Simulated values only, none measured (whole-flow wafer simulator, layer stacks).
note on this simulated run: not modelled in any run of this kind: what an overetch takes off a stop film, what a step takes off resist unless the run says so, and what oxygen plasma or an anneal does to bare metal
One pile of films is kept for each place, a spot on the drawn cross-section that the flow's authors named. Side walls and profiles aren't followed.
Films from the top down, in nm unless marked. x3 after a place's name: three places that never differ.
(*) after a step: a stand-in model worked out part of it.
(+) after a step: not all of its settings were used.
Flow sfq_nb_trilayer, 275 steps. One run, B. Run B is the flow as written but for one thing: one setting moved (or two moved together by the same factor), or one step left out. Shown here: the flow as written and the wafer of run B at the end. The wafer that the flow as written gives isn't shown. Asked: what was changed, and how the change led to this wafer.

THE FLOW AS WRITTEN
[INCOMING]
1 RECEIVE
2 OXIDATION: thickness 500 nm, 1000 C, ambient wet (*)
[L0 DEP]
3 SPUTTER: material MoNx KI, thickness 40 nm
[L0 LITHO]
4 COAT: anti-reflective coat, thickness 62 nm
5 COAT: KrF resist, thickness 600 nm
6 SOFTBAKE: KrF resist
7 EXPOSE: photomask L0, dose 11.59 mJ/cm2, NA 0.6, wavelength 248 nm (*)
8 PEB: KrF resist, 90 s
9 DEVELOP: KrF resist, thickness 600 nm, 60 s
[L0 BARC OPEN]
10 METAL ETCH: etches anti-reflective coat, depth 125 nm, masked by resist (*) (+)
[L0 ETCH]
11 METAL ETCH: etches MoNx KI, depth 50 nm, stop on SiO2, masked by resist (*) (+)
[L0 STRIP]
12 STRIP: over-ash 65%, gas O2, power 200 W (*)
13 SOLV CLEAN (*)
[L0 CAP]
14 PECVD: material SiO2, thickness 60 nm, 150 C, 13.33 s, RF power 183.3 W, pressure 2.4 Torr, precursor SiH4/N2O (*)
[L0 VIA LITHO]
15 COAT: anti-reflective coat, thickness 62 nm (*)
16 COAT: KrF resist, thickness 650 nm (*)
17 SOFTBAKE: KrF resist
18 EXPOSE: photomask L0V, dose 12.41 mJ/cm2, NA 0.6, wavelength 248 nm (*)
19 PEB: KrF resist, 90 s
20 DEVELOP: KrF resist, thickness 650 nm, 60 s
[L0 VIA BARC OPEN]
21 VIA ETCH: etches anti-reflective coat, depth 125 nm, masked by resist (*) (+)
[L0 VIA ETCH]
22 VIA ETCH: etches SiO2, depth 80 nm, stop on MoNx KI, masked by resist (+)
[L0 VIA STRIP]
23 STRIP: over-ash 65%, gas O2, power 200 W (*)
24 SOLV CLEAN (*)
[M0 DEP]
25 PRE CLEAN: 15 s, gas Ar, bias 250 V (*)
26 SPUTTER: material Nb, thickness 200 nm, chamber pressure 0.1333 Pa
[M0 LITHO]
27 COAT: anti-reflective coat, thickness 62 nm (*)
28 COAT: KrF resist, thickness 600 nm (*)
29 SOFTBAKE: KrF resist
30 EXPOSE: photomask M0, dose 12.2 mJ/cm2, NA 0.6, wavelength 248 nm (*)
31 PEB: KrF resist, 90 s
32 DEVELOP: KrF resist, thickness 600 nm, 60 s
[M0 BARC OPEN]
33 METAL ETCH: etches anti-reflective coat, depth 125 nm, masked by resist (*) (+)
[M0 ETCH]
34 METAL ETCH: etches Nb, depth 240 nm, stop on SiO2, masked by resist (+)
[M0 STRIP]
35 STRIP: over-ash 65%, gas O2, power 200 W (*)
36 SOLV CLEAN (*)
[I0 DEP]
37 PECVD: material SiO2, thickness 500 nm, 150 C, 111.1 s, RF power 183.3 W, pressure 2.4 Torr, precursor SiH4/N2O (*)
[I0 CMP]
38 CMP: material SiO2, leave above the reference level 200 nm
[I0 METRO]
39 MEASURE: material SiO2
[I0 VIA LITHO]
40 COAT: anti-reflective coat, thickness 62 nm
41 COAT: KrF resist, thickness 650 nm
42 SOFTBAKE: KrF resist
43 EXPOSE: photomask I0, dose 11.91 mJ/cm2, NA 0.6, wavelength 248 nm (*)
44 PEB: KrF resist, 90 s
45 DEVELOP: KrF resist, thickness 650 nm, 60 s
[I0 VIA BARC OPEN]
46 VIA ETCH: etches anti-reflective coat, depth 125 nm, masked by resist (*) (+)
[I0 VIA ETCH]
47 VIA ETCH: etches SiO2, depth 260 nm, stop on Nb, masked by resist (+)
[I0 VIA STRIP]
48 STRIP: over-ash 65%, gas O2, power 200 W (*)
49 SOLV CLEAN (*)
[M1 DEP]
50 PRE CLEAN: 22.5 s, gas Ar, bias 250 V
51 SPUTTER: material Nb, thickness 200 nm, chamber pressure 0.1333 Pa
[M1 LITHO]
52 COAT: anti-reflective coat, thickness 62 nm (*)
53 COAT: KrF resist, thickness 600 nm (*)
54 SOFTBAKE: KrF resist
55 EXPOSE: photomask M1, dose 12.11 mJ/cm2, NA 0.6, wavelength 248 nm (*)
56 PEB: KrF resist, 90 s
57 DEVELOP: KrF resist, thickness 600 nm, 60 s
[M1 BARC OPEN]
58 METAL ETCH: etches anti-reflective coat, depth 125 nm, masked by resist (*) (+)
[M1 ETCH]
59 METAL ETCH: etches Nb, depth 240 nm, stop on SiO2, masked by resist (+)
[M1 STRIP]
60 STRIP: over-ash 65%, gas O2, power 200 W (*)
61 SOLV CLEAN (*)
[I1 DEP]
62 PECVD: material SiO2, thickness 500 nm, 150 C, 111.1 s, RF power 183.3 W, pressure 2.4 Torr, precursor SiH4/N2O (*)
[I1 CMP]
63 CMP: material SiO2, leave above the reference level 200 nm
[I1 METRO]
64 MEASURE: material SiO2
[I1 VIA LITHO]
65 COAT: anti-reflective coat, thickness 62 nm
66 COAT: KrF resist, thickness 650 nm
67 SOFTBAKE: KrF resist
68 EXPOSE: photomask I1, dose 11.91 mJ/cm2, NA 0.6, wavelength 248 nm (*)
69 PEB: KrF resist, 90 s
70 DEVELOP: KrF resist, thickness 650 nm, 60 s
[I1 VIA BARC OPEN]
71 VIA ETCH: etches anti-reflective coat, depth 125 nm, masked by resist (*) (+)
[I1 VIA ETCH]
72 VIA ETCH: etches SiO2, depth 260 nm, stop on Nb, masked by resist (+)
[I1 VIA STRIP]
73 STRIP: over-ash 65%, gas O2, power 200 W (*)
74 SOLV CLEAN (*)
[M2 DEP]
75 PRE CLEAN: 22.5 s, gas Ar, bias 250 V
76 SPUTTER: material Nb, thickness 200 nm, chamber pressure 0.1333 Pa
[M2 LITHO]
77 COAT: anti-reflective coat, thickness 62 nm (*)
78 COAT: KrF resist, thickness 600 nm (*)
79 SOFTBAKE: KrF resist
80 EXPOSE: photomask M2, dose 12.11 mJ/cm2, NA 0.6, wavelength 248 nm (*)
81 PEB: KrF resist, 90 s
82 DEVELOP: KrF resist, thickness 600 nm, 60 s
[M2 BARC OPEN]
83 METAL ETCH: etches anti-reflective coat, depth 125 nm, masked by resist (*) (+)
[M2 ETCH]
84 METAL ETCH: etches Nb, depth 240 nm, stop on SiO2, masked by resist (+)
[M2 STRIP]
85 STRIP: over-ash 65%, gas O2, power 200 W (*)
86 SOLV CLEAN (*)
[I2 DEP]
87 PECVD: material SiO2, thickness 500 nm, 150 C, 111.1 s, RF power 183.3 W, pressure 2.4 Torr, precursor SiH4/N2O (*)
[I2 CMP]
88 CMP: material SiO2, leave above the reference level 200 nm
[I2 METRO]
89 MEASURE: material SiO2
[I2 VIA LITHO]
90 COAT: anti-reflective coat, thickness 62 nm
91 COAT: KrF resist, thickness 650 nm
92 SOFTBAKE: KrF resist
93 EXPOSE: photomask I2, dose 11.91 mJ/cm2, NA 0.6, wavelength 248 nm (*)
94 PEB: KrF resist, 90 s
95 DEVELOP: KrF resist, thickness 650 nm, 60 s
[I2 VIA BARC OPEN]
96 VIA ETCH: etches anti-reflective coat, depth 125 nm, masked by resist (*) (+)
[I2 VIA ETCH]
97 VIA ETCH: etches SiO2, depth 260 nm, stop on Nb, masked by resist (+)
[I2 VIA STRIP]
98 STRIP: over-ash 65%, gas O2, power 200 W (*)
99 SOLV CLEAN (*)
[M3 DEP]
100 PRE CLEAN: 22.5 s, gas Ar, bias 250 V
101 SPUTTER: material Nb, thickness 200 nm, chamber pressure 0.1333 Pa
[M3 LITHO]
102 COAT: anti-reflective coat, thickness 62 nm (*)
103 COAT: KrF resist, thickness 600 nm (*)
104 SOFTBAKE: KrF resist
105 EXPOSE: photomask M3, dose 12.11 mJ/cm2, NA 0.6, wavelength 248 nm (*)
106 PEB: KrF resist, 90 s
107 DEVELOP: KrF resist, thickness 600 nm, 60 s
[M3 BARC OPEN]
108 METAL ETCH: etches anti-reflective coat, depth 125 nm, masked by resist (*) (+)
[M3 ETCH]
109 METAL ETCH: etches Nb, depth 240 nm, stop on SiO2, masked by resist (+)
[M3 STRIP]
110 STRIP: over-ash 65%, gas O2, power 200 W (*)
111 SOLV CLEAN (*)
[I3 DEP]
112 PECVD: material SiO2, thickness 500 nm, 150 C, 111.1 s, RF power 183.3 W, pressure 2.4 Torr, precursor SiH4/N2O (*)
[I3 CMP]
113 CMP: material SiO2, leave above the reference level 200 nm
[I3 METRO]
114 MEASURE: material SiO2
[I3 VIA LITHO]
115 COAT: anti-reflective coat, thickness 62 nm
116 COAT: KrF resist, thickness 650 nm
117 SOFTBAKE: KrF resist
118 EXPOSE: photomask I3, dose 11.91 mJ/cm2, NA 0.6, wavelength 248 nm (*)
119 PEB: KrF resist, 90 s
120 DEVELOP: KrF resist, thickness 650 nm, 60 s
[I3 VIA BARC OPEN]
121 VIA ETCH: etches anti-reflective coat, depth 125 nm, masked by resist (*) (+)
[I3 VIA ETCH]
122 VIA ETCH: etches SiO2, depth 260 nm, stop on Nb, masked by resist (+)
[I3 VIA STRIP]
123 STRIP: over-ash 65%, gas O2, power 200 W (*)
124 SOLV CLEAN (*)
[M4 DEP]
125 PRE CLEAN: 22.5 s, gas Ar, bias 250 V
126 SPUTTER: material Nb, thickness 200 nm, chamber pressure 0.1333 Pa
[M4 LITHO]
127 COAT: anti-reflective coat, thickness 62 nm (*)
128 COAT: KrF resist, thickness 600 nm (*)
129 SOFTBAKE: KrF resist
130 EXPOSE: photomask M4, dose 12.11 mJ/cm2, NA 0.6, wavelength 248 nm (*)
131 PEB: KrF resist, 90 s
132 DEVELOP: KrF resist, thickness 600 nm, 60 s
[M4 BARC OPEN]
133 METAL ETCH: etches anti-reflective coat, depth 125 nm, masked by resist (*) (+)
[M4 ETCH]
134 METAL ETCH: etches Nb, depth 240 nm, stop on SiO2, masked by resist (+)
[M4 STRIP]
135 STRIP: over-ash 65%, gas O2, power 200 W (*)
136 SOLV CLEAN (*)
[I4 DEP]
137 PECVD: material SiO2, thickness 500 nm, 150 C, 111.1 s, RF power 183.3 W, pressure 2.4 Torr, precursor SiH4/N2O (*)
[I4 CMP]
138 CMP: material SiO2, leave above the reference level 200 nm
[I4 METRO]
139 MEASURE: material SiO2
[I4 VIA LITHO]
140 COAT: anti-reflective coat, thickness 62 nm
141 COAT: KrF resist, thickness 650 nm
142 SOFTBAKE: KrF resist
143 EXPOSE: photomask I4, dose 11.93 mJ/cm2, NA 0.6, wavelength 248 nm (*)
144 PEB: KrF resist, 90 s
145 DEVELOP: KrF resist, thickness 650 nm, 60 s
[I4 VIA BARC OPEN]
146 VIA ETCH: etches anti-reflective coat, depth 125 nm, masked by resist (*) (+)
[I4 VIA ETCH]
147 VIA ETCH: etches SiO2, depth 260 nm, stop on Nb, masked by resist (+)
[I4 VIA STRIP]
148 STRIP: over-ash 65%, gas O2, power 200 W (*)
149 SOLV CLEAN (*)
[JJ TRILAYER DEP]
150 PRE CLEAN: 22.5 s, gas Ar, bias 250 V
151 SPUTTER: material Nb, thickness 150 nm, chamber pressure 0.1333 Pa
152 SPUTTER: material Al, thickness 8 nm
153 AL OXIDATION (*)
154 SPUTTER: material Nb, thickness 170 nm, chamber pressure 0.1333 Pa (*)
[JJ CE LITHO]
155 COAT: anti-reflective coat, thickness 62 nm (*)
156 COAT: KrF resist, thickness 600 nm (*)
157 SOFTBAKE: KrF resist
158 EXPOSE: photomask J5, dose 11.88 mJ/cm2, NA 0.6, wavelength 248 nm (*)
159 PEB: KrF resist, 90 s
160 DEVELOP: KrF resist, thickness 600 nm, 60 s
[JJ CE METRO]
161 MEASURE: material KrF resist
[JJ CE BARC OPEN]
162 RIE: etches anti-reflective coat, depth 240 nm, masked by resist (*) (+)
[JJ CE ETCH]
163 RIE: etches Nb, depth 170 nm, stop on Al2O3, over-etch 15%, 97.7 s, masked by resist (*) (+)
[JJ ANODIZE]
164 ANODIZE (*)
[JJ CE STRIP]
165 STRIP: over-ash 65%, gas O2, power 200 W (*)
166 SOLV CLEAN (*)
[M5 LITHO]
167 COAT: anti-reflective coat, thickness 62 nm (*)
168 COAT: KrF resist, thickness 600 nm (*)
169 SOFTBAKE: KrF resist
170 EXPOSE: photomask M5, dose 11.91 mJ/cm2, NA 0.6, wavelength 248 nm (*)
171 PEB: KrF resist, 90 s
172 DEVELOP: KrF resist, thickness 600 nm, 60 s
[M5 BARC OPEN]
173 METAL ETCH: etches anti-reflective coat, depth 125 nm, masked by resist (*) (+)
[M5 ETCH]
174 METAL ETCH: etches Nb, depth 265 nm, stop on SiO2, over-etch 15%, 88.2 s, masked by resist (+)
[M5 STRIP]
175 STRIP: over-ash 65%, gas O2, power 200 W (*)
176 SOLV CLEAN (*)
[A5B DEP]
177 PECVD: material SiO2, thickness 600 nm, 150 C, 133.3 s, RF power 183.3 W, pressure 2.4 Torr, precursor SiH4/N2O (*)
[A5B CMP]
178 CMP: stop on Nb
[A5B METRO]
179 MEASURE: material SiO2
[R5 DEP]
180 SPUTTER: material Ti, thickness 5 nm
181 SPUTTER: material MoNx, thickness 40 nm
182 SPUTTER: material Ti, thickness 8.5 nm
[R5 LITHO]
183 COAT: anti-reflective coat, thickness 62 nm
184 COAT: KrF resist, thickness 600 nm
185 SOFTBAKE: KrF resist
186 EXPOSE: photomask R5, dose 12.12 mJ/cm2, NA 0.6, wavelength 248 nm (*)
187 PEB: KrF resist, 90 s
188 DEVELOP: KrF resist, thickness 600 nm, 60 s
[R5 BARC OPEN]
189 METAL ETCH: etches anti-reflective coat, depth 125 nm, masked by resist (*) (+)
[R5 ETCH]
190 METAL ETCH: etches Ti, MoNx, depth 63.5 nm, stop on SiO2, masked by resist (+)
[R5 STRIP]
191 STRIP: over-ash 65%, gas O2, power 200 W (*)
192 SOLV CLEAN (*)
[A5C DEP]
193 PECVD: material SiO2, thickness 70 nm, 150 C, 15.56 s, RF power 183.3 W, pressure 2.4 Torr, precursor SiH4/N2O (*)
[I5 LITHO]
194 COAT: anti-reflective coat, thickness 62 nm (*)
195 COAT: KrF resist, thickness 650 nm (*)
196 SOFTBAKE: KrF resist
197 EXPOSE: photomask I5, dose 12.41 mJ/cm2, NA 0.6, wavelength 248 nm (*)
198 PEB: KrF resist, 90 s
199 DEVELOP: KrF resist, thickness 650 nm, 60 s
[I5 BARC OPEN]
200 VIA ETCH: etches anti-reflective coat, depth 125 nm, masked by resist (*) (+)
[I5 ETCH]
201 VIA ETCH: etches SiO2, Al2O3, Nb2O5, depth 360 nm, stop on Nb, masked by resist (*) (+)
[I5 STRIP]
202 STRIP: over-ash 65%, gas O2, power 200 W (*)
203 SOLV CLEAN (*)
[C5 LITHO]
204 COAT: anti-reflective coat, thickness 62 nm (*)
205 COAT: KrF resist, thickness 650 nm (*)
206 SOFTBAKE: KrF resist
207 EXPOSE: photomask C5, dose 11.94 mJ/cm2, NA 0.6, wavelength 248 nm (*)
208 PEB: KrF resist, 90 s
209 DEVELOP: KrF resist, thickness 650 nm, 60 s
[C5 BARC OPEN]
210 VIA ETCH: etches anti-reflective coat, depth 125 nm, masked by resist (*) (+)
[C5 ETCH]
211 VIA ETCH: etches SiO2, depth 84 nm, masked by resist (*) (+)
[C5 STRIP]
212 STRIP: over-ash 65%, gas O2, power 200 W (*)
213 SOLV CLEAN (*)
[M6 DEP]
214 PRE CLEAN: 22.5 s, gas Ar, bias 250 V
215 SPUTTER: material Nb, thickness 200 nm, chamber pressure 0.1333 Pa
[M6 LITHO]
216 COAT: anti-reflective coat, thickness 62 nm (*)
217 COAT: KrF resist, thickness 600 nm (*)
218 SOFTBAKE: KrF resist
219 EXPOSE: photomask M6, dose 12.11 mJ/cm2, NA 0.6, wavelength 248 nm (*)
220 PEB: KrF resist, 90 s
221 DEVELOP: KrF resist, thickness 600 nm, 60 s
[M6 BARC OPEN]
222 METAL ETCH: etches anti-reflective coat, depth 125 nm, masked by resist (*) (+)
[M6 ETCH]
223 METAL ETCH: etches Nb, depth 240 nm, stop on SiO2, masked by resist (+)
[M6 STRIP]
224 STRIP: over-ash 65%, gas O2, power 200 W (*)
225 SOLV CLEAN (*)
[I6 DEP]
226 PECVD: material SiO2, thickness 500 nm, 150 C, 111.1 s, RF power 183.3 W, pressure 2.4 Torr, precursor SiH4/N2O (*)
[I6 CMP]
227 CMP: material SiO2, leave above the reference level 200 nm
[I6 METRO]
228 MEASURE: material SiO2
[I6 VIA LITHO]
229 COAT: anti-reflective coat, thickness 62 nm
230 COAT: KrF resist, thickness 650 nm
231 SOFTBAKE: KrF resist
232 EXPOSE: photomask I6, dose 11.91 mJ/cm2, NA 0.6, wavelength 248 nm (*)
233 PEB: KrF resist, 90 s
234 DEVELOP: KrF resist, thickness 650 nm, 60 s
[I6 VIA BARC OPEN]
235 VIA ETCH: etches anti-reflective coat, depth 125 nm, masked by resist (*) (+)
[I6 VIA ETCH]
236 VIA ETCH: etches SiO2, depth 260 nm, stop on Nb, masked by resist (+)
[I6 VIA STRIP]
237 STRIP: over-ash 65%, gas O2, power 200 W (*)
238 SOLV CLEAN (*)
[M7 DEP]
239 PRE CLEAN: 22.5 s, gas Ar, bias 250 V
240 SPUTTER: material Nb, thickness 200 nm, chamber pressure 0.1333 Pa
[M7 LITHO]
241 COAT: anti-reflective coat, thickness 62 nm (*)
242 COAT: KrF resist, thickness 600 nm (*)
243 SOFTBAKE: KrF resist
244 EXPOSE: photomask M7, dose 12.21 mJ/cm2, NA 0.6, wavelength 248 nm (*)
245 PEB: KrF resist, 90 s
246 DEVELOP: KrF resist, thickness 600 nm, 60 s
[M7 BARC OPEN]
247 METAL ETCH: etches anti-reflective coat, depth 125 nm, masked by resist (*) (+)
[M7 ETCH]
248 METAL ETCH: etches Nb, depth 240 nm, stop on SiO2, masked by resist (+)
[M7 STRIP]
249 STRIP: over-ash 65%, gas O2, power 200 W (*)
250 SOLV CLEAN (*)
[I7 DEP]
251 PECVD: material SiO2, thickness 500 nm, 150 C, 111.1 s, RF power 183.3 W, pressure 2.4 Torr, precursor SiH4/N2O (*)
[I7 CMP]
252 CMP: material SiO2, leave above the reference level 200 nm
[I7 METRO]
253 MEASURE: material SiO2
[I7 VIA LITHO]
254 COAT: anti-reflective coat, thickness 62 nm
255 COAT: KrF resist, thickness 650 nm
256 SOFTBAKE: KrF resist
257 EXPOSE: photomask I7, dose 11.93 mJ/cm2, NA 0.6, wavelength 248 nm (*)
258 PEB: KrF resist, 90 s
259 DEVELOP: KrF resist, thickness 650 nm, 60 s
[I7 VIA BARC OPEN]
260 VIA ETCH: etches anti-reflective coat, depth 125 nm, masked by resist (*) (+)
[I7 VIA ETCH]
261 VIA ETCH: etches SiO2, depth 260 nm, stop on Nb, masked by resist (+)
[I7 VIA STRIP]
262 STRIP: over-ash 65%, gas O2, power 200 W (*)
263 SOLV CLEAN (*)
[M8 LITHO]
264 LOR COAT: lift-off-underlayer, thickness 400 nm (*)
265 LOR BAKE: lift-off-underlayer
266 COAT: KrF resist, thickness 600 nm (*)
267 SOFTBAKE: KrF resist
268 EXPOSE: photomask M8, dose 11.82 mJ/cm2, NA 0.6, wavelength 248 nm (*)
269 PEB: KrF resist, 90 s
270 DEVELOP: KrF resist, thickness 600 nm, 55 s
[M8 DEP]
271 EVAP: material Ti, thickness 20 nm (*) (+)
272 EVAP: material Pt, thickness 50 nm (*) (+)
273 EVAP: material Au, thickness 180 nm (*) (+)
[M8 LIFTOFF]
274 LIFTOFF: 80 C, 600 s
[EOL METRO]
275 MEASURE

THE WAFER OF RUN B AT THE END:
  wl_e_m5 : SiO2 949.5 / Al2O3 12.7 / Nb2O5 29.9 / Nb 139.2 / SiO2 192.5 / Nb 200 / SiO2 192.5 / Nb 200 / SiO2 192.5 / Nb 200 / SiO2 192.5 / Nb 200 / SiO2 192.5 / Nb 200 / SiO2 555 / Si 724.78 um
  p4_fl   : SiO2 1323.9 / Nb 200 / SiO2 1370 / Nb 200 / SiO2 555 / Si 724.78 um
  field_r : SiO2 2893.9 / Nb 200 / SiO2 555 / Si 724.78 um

The cause: step 227, CMP: leave above the reference level 148 nm was run, where the flow has leave above the reference level 200 nm.

How the change led to this, step by step:
  227 CMP: material SiO2, leave above the reference level 200 nm
      field_l, p4_fl, p4_fm and 59 more: SiO2 -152 (as written it would be: SiO2 -100)
      v_sur, via_wl, via_w and 15 more: SiO2 -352 (as written it would be: SiO2 -300)
      (and at 26 more places)
  236 VIA ETCH: etches SiO2, depth 260 nm, stop on Nb, masked by resist (+)
      field_l, v_sur, via_wl and 102 more: KrF resist -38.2 (as written it would be: KrF resist -44.8)
      via_v: SiO2 -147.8 (all of it) (as written it would be: SiO2 -199.8 (all of it))
  240 SPUTTER: material Nb, thickness 200 nm, chamber pressure 0.1333 Pa
      via_v: Nb +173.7 (as written it would be: Nb +161.1)
  241 COAT: anti-reflective coat, thickness 62 nm (*)
      via_v: anti-reflective coat +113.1 (new film) (as written it would be: anti-reflective coat +126 (new film))
  242 COAT: KrF resist, thickness 600 nm (*)
      via_v: KrF resist +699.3 (new film) (as written it would be: KrF resist +742.5 (new film))
  249 STRIP: over-ash 65%, gas O2, power 200 W (*)
      via_v: KrF resist -481.4 (all of it), anti-reflective coat -113.1 (all of it) (as written it would be: KrF resist -524.5 (all of it), anti-reflective coat -126 (all of it))
  251 PECVD: material SiO2, thickness 500 nm, 150 C, 111.1 s, RF power 183.3 W, pressure 2.4 Torr, precursor SiH4/N2O (*)
      via_v: SiO2 +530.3 (new film) (as written it would be: SiO2 +621 (new film))
  252 CMP: material SiO2, leave above the reference level 200 nm
      via_v: SiO2 -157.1 (as written it would be: SiO2 -183.1)
